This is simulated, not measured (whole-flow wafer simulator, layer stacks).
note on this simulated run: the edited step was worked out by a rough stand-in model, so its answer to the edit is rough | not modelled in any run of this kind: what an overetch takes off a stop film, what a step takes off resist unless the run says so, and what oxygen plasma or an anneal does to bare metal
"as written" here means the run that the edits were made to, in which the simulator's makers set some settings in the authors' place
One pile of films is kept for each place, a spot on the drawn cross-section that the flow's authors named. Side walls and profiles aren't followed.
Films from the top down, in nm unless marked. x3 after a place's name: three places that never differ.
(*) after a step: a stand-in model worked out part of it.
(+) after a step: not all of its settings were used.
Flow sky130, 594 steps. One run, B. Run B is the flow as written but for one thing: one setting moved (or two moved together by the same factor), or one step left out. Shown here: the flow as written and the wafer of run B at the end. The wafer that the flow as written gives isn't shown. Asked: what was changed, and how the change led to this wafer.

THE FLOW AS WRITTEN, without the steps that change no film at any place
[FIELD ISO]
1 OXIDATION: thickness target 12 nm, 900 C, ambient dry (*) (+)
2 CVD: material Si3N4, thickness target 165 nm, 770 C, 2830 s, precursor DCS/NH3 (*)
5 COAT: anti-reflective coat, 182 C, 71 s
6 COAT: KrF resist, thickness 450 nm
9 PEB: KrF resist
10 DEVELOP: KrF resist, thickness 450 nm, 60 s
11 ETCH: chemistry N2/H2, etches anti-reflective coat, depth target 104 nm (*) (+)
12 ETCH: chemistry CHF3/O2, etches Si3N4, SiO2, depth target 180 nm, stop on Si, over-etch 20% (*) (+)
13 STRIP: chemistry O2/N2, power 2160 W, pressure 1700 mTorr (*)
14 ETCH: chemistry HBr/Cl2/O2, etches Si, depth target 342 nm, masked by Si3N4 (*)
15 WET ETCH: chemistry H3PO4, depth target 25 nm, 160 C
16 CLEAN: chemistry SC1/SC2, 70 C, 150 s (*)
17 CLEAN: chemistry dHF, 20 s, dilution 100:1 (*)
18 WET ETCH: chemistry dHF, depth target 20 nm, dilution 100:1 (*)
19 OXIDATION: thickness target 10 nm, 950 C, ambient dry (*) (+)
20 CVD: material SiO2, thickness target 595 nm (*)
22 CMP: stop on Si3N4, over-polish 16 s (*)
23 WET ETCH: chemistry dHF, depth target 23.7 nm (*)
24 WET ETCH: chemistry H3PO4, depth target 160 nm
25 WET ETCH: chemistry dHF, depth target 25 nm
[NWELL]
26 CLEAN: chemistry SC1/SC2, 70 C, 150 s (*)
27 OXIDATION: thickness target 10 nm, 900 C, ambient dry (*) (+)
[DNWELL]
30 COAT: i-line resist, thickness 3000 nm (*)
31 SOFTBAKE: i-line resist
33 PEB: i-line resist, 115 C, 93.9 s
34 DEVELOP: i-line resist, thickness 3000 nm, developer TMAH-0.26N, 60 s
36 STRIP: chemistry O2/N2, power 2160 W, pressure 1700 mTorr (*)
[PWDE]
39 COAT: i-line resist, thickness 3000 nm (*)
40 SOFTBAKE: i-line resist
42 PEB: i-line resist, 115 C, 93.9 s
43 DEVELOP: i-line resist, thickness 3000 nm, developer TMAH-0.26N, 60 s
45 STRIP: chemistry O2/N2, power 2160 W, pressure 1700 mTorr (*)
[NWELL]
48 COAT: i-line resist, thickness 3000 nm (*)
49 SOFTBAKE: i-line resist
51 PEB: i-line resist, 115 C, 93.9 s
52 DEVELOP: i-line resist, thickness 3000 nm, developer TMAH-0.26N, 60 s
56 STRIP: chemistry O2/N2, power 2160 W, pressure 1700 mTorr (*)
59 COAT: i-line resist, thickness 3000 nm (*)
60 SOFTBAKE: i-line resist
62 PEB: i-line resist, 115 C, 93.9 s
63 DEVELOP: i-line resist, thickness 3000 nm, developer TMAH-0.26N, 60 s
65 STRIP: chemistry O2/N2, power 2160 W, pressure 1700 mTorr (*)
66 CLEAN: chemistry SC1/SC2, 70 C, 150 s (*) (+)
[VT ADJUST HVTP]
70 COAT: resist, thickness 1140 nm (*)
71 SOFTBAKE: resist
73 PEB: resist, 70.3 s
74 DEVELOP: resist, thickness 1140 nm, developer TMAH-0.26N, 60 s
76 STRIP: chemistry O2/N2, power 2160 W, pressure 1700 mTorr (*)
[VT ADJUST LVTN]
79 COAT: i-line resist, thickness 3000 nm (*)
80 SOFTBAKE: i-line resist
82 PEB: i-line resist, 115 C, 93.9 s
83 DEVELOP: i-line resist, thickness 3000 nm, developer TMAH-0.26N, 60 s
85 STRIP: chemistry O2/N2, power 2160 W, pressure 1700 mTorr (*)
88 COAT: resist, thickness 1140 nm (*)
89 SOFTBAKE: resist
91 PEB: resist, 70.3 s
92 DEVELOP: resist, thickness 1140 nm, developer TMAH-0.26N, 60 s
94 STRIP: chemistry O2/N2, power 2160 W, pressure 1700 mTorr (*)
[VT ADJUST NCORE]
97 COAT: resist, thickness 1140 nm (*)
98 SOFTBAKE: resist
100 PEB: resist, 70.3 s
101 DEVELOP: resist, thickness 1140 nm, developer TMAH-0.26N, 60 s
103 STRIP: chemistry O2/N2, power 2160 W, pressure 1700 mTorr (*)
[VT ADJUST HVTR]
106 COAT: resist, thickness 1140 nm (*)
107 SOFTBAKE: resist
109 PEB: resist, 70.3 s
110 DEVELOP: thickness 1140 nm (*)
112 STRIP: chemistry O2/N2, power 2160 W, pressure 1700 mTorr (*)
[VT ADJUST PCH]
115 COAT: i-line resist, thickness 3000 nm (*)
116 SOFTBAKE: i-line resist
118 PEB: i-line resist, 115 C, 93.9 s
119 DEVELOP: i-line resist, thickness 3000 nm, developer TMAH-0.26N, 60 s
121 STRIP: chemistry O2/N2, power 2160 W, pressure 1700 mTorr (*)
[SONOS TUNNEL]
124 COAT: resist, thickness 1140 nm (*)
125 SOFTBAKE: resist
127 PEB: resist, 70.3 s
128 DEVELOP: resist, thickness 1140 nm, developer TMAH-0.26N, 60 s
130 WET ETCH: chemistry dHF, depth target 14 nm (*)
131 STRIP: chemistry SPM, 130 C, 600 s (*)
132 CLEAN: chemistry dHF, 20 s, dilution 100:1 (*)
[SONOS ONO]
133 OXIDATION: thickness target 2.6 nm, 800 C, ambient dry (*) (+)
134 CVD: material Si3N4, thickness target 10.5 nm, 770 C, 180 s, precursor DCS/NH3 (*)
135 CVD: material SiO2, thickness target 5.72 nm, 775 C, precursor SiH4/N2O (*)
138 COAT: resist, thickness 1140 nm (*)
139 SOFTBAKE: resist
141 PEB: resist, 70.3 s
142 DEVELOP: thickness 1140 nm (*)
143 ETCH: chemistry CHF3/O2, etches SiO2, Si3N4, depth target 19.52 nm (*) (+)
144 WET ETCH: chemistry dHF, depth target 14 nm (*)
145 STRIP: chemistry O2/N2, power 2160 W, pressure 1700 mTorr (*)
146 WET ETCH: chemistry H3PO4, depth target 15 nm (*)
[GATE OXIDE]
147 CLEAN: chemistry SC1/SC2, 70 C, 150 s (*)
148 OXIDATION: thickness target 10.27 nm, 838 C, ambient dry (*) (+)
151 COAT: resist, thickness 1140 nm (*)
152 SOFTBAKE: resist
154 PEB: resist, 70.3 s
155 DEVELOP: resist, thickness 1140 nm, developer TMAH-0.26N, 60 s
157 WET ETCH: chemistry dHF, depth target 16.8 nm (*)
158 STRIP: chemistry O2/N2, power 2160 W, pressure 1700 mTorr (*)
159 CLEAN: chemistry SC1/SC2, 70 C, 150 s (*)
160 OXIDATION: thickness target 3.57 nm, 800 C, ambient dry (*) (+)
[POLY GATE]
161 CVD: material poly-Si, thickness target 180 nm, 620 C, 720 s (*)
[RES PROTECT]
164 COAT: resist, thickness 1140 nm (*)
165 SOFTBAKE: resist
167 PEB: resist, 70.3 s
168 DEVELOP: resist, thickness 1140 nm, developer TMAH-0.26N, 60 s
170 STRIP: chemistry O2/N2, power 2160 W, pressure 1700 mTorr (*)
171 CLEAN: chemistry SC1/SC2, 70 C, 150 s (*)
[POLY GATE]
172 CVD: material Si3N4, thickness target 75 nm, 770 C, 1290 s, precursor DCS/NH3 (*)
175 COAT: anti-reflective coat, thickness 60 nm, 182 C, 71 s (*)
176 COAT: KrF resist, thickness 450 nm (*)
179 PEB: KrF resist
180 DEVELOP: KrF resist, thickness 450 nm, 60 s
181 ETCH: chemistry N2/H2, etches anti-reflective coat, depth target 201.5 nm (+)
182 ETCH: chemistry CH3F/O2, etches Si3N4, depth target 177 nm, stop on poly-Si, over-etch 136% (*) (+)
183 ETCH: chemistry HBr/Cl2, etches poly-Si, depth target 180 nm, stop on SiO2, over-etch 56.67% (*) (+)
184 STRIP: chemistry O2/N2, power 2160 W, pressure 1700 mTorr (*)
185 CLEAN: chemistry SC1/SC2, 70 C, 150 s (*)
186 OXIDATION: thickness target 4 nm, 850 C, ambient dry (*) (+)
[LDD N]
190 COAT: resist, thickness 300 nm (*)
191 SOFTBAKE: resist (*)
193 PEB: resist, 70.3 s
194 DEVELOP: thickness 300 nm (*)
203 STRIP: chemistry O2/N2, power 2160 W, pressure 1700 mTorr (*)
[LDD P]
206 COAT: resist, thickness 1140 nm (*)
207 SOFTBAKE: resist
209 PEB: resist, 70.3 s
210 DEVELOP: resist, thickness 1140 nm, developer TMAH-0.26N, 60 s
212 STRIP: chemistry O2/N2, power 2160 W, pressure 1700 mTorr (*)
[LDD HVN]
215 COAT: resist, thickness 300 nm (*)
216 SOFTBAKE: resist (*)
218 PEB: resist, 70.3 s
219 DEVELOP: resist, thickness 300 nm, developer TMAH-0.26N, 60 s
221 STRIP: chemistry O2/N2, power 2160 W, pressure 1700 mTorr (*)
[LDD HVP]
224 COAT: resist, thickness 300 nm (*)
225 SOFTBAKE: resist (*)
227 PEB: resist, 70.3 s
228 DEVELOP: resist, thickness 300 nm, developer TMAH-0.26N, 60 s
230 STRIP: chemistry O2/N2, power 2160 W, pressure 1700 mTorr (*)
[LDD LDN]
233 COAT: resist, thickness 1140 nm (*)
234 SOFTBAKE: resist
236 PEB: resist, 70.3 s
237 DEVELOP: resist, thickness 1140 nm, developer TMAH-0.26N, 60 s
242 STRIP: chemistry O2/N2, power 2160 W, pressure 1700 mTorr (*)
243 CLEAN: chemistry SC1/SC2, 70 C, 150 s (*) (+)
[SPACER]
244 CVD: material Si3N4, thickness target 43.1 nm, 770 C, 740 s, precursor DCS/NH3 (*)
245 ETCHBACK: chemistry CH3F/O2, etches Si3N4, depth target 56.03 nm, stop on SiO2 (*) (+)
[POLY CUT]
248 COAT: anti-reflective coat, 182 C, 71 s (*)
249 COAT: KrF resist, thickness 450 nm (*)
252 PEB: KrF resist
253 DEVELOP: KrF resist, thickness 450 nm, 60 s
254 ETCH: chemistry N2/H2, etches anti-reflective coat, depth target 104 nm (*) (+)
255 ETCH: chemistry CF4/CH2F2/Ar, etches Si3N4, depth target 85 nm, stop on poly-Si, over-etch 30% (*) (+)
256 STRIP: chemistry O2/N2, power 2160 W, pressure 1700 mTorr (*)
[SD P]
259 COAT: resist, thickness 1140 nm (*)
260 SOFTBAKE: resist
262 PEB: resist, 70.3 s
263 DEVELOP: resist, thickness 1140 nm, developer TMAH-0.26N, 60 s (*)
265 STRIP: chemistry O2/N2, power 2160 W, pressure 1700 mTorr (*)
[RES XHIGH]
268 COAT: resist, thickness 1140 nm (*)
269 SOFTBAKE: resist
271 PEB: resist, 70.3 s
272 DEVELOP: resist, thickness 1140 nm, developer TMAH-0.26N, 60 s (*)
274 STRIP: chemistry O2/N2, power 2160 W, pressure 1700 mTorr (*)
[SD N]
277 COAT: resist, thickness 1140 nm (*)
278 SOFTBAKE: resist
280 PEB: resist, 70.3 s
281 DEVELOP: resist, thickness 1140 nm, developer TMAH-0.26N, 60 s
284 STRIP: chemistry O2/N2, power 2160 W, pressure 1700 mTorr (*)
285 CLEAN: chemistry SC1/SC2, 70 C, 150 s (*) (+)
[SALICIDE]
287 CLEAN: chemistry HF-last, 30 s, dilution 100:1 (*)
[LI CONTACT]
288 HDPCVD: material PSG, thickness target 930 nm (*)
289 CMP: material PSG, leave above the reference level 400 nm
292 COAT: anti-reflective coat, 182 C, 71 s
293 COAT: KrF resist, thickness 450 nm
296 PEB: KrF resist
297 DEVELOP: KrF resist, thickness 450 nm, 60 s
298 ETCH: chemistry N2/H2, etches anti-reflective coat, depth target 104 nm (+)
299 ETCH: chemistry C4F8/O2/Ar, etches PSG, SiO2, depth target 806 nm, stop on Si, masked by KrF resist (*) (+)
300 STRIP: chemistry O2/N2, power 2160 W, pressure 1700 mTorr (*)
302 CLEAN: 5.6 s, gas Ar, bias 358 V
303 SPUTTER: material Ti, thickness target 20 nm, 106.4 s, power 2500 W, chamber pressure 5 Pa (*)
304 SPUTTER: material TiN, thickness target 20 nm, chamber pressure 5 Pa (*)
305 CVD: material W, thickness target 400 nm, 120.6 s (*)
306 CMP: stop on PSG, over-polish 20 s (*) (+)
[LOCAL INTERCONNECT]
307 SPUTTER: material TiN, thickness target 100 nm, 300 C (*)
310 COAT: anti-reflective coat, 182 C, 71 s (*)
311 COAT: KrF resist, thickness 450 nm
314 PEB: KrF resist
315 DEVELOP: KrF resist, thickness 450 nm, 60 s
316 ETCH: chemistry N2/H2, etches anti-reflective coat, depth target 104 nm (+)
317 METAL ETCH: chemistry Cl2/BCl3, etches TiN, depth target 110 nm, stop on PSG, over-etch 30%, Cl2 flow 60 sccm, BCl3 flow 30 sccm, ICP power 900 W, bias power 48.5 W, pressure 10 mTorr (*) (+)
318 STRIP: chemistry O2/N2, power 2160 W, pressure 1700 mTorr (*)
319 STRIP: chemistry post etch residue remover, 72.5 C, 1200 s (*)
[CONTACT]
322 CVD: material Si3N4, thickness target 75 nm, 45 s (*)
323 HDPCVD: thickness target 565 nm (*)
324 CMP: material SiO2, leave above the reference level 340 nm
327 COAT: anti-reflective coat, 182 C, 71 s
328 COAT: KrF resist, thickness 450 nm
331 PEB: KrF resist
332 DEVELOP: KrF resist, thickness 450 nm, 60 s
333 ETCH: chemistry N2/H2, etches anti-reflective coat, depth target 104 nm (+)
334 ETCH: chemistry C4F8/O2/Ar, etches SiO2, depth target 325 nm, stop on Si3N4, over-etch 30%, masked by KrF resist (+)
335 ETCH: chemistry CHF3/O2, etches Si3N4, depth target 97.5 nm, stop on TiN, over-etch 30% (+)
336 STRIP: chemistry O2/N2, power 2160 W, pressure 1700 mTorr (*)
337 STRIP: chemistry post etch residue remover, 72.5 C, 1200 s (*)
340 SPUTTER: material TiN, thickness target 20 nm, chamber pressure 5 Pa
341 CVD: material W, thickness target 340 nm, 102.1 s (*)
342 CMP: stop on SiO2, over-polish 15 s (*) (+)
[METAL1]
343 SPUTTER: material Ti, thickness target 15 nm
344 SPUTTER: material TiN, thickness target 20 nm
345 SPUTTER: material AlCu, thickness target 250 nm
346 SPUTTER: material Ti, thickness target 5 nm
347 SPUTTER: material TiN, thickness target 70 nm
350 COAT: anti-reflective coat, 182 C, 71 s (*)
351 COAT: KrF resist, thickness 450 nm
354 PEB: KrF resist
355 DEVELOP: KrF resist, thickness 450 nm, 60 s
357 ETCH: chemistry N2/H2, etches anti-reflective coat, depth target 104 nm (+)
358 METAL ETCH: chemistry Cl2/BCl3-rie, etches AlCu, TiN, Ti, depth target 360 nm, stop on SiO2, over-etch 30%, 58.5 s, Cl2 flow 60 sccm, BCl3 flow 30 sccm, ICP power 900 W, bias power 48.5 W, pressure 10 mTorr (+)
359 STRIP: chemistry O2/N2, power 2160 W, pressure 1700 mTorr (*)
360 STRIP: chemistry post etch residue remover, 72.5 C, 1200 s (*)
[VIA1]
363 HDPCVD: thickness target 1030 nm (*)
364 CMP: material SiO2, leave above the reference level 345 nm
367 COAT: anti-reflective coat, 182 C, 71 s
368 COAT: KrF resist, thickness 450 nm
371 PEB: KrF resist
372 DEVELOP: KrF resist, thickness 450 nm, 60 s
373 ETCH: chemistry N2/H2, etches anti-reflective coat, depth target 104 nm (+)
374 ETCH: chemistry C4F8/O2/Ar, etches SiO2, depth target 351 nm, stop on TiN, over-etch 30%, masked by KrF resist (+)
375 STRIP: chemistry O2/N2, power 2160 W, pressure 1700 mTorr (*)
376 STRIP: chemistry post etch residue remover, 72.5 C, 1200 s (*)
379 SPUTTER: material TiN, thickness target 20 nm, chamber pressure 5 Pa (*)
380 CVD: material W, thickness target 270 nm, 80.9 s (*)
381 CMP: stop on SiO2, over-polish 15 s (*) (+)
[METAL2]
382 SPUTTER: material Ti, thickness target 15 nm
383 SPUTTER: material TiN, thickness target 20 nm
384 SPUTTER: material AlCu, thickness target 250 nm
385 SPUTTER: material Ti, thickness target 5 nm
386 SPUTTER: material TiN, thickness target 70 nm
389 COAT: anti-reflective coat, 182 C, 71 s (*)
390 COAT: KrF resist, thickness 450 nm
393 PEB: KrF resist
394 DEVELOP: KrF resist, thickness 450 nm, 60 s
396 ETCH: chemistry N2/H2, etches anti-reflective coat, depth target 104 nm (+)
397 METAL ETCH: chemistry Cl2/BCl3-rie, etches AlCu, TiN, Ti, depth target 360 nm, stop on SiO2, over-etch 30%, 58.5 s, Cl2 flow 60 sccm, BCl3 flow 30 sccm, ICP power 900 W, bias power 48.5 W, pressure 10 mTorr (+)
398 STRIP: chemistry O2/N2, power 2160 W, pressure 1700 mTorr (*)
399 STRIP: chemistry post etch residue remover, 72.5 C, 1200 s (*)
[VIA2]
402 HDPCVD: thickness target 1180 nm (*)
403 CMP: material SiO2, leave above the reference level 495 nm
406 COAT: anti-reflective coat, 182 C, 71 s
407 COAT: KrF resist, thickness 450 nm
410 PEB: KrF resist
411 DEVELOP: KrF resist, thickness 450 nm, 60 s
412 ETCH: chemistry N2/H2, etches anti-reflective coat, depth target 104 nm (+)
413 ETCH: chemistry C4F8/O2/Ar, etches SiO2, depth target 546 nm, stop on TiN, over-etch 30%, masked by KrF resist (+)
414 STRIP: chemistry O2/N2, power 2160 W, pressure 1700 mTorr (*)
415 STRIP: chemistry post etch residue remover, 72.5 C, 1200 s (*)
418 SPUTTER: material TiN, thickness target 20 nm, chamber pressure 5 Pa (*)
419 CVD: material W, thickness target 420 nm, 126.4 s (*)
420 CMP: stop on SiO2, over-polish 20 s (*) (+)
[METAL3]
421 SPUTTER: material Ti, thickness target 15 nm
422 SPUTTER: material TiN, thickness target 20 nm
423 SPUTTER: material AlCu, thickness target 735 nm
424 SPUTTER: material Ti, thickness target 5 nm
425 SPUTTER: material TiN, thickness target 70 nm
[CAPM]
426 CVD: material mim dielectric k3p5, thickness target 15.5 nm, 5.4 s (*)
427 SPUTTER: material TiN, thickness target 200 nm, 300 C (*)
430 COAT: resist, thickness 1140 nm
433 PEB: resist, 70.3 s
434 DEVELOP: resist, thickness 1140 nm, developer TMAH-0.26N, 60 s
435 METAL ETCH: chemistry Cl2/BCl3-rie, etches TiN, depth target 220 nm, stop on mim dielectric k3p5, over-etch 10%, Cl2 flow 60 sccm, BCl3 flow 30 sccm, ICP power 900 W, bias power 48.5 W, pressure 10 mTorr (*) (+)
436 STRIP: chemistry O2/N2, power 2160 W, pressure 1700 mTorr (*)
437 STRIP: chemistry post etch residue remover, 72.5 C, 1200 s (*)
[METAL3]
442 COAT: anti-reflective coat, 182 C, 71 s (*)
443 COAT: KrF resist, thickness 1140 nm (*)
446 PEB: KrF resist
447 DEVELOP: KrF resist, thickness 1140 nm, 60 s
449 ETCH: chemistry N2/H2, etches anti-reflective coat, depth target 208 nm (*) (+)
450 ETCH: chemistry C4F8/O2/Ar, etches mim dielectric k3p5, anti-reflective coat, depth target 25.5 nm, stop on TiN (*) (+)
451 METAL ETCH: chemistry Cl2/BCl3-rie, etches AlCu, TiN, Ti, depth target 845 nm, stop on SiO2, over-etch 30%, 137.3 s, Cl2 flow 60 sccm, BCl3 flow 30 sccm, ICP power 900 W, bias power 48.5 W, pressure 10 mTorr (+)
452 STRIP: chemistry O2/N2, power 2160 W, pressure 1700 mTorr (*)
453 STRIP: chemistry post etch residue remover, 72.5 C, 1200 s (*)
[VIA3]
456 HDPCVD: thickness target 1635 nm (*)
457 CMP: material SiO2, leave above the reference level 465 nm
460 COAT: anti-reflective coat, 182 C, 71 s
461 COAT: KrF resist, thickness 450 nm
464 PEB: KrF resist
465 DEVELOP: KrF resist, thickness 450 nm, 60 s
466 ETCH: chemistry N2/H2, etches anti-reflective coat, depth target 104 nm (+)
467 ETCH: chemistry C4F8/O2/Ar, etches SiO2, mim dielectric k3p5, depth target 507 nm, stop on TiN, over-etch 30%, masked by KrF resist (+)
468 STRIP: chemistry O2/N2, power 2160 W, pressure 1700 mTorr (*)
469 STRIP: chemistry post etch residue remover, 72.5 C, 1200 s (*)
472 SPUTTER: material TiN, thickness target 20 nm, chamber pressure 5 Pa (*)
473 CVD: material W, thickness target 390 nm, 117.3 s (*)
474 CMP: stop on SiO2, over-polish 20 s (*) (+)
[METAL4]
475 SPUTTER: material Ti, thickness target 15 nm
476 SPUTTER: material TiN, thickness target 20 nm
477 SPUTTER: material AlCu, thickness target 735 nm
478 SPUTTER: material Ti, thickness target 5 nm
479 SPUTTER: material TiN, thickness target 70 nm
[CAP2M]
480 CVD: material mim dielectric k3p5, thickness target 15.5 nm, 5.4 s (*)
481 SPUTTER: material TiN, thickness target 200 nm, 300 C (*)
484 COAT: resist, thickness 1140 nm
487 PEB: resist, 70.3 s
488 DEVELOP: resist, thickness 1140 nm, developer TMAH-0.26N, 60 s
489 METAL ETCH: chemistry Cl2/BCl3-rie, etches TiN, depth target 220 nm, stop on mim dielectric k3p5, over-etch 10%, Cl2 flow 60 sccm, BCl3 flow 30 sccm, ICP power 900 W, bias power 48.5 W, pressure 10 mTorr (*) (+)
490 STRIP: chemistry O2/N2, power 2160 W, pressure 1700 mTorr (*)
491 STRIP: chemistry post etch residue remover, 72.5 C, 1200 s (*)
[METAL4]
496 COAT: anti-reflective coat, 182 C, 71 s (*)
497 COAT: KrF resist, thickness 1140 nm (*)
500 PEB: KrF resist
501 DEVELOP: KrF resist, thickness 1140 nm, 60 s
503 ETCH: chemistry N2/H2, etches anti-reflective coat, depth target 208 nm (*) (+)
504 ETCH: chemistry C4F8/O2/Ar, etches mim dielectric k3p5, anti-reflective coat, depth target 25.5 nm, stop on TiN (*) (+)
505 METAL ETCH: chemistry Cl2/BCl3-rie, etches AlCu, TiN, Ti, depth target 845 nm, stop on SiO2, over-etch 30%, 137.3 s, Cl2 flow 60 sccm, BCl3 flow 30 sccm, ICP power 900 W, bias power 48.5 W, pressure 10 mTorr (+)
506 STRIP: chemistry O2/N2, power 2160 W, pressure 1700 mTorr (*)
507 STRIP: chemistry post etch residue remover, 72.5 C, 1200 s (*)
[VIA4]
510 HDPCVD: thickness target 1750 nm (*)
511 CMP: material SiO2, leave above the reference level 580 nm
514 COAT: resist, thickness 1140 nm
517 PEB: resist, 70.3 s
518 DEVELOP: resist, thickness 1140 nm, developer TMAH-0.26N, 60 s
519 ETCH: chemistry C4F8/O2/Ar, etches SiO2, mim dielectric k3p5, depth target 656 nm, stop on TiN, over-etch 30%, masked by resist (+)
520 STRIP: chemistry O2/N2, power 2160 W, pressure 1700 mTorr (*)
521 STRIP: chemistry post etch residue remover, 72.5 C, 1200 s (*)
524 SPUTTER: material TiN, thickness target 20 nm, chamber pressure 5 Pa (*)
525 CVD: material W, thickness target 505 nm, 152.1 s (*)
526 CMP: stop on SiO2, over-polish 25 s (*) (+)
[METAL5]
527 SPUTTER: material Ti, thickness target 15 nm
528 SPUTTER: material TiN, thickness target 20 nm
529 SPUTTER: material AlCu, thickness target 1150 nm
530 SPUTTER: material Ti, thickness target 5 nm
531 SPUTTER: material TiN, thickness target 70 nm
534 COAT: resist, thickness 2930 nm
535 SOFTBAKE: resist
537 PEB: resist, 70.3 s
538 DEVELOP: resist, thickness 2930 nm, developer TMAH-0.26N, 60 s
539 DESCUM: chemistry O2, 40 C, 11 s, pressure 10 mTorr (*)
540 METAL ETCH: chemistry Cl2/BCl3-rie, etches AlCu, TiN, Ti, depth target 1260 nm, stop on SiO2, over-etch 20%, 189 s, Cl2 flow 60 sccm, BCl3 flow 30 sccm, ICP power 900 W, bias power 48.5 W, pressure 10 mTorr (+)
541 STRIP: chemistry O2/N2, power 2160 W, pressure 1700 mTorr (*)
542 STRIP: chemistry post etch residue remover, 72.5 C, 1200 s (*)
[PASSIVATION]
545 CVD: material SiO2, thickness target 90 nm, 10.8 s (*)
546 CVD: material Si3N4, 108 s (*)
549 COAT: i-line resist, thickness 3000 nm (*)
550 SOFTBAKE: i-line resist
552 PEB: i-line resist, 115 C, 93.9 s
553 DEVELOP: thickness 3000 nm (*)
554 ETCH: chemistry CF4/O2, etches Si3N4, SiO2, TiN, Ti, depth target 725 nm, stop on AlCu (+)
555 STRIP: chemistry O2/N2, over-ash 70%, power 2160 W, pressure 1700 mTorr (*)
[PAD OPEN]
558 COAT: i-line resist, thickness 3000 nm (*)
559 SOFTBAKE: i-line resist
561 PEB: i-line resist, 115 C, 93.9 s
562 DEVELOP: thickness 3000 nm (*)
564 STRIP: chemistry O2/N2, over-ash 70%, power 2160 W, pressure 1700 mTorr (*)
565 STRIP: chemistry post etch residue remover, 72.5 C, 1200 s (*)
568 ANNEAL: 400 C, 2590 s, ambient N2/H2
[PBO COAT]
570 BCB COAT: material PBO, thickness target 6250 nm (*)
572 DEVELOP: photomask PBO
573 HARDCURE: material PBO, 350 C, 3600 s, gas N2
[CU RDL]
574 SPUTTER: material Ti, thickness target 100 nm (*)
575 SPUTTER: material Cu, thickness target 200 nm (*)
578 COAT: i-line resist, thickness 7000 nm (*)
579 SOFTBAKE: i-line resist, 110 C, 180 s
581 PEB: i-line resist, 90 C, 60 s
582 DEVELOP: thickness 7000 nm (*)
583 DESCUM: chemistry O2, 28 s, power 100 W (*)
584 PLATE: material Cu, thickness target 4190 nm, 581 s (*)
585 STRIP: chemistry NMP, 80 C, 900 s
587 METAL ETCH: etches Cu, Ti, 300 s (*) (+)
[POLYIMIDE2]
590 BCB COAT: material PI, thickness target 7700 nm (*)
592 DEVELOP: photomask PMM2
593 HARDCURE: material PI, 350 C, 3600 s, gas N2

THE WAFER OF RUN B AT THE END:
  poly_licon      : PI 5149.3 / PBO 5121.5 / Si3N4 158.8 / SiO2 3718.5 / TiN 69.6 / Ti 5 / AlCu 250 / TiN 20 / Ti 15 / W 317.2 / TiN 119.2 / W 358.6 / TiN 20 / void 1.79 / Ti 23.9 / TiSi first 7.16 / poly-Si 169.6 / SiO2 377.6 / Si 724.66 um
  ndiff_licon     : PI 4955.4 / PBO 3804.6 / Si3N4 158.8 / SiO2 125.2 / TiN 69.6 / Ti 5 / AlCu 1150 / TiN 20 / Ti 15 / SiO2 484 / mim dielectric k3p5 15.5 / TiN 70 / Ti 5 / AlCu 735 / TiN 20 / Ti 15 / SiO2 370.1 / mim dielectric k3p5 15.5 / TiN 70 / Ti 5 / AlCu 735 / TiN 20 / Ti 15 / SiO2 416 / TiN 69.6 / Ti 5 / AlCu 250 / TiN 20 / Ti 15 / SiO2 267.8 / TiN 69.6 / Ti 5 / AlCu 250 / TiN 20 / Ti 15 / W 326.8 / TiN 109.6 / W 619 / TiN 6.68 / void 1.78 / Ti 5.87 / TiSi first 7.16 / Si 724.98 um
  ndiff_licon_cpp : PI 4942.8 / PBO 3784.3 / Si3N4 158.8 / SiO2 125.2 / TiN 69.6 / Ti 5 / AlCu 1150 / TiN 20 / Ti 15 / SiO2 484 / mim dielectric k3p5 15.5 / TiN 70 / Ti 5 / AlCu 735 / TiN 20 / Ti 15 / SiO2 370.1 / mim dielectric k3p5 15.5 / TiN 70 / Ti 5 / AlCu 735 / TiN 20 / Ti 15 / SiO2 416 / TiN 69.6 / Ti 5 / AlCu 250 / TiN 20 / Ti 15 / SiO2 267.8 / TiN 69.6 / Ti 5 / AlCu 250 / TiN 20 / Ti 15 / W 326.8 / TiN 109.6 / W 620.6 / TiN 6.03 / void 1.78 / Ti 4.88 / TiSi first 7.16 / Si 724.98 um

The cause: step 303, SPUTTER: 148.9 s was run, where the flow has 106.4 s.

How the change led to this, step by step:
  303 SPUTTER: material Ti, thickness target 20 nm, 106.4 s, power 2500 W, chamber pressure 5 Pa (*)
      field, active, n_well and 185 more: Ti +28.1 (new film) (as written it would be: Ti +20 (new film))
      ndiff_licon: Ti +10.1 (new film) (as written it would be: Ti +7.24 (new film))
      (and at 2 more places)
  306 CMP: stop on PSG, over-polish 20 s (*) (+)
      field, active, n_well and 184 more: W -400 (all of it), TiN -20 (all of it), Ti -28.1 (all of it), PSG -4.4 (as written it would be: W -400 (all of it), TiN -20 (all of it), Ti -20 (all of it), PSG -4.4)
      poly_licon: W -41.4 (as written it would be: W -33.3)
